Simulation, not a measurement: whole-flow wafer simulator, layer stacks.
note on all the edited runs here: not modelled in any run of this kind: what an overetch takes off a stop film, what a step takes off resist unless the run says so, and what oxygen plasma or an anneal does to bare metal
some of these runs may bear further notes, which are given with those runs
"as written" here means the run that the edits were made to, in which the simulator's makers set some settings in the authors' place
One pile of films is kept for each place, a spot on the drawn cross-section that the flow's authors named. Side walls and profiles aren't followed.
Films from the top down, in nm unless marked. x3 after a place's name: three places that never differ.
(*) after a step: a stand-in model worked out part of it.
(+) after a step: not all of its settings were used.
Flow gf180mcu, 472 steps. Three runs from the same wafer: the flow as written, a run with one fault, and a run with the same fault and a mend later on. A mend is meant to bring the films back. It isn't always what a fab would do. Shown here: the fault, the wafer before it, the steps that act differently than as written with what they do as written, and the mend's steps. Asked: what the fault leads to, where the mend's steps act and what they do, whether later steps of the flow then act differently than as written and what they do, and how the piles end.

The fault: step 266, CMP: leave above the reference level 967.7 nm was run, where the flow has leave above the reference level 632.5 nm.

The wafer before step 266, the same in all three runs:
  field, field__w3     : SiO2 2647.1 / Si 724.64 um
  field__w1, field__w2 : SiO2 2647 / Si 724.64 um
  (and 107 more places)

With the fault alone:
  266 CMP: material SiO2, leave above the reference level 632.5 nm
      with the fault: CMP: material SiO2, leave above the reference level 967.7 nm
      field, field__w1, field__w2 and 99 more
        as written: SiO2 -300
        with the fault: nothing
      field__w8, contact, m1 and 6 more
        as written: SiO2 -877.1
        with the fault: SiO2 -541.9
  Later steps of the flow that act differently than as written (6 more steps differ only slightly, by at most 2% or 0.5 nm, whichever is larger, and aren't shown):
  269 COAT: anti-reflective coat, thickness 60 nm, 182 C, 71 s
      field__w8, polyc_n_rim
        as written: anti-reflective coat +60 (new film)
        with the fault: anti-reflective coat +40 (new film)
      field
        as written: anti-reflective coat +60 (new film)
        with the fault: anti-reflective coat +74 (new film)
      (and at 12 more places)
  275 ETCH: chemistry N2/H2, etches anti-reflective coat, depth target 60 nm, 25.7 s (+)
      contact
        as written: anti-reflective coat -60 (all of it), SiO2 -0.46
        with the fault: anti-reflective coat -40.9 (all of it), SiO2 -0.95
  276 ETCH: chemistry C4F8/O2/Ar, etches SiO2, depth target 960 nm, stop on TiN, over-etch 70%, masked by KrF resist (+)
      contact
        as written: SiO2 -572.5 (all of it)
        with the fault: SiO2 -907.2 (all of it)
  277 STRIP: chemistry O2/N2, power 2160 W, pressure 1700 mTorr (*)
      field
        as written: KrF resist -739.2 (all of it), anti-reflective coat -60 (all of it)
        with the fault: KrF resist -732.2 (all of it), anti-reflective coat -74 (all of it)
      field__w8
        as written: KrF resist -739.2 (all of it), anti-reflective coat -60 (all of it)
        with the fault: KrF resist -735.9 (all of it), anti-reflective coat -40 (all of it)
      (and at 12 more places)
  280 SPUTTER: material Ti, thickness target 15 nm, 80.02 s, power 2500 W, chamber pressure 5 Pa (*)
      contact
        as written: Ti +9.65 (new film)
        with the fault: Ti +8.11 (new film)
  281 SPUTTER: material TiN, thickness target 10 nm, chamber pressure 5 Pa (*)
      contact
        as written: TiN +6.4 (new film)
        with the fault: TiN +5.38 (new film)
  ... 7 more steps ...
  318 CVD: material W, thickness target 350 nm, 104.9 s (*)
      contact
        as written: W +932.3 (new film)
        with the fault: W +966.4 (new film)
  At the end the piles differ from the flow's by more than 2% or 0.5 nm, whichever is larger, at field, field__w1, field__w2 and 109 more.
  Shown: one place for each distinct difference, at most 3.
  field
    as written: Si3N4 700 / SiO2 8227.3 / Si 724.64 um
    with the fault: Si3N4 700 / SiO2 8561.1 / Si 724.64 um
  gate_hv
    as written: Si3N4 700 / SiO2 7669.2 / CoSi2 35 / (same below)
    with the fault: Si3N4 700 / SiO2 8003 / CoSi2 35 / (same below)
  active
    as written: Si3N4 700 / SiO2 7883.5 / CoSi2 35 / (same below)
    with the fault: Si3N4 700 / SiO2 8217.3 / CoSi2 35 / (same below)

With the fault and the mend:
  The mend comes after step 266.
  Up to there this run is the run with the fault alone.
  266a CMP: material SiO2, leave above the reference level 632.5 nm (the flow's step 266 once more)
      field, field__w1, field__w2 and 99 more
        SiO2 -300
      field__w8, contact, m1 and 6 more
        SiO2 -335.2
  No later step of the flow acts differently than as written at any place that is followed.
  At the end the piles are the same as the flow's at every place that both follow.
